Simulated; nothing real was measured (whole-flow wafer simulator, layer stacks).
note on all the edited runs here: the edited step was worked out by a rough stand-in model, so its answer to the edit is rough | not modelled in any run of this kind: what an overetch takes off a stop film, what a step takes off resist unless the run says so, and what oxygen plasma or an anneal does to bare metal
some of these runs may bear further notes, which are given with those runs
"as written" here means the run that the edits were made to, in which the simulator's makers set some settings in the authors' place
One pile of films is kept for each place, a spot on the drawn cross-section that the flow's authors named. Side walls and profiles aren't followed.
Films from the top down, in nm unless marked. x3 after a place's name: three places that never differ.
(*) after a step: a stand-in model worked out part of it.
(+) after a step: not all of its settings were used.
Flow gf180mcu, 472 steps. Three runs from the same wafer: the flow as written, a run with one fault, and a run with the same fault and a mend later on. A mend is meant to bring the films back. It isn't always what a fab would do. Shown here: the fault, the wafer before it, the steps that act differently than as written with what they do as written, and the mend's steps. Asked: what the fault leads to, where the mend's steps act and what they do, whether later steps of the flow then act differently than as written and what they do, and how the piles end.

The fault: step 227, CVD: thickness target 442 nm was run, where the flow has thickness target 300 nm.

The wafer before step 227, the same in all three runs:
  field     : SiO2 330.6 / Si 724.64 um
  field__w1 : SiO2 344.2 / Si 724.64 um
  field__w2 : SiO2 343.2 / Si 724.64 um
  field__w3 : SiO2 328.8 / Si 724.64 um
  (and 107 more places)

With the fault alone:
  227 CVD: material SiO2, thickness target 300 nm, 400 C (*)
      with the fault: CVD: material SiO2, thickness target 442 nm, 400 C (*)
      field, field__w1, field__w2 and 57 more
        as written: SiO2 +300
        with the fault: SiO2 +442
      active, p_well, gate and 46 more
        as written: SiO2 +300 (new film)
        with the fault: SiO2 +442 (new film)
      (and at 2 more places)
  Later steps of the flow that act differently than as written (1 more step differs only slightly, by at most 2% or 0.5 nm, whichever is larger, and isn't shown):
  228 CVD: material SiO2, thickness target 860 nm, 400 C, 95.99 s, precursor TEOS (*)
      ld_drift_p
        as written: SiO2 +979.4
        with the fault: SiO2 +951.3
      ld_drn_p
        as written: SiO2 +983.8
        with the fault: SiO2 +951.3
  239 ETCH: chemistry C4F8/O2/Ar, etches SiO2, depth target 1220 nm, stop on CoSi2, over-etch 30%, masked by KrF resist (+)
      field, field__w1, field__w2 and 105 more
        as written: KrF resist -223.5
        with the fault: KrF resist -244
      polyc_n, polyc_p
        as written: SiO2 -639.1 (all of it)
        with the fault: SiO2 -781.1 (all of it)
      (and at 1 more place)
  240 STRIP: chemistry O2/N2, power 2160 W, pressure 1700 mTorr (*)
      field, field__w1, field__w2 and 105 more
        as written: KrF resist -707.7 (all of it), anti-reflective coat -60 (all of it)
        with the fault: KrF resist -687.2 (all of it), anti-reflective coat -60 (all of it)
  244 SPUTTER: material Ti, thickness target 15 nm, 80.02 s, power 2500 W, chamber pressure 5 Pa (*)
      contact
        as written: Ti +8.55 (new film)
        with the fault: Ti +7.87 (new film)
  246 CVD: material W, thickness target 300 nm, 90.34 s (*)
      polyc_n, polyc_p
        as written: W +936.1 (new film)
        with the fault: W +1078.1 (new film)
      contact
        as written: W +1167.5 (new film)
        with the fault: W +1310.6 (new film)
  At the end the piles differ from the flow's by more than 2% or 0.5 nm, whichever is larger, at field__w4, field__w8, contact and 9 more.
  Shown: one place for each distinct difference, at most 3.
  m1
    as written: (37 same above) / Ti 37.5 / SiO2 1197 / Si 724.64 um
    with the fault: (37 same above) / Ti 37.5 / SiO2 1339 / Si 724.64 um
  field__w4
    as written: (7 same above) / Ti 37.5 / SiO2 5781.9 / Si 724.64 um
    with the fault: (7 same above) / Ti 37.5 / SiO2 5923.9 / Si 724.64 um
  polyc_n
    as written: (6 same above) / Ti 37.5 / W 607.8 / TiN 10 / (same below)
    with the fault: (6 same above) / Ti 37.5 / W 749.8 / TiN 10 / (same below)

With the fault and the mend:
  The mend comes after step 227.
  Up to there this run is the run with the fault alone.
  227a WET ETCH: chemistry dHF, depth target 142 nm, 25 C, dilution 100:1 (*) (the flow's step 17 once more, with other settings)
      field, field__w1, field__w2 and 108 more
        SiO2 -142
  Later steps of the flow that act differently than as written:
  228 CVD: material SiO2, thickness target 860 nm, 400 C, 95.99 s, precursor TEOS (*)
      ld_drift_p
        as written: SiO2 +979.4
        with the mend: SiO2 +951.3
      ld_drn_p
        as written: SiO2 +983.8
        with the mend: SiO2 +951.3
  At the end the piles are the same as the flow's at every place that both follow.
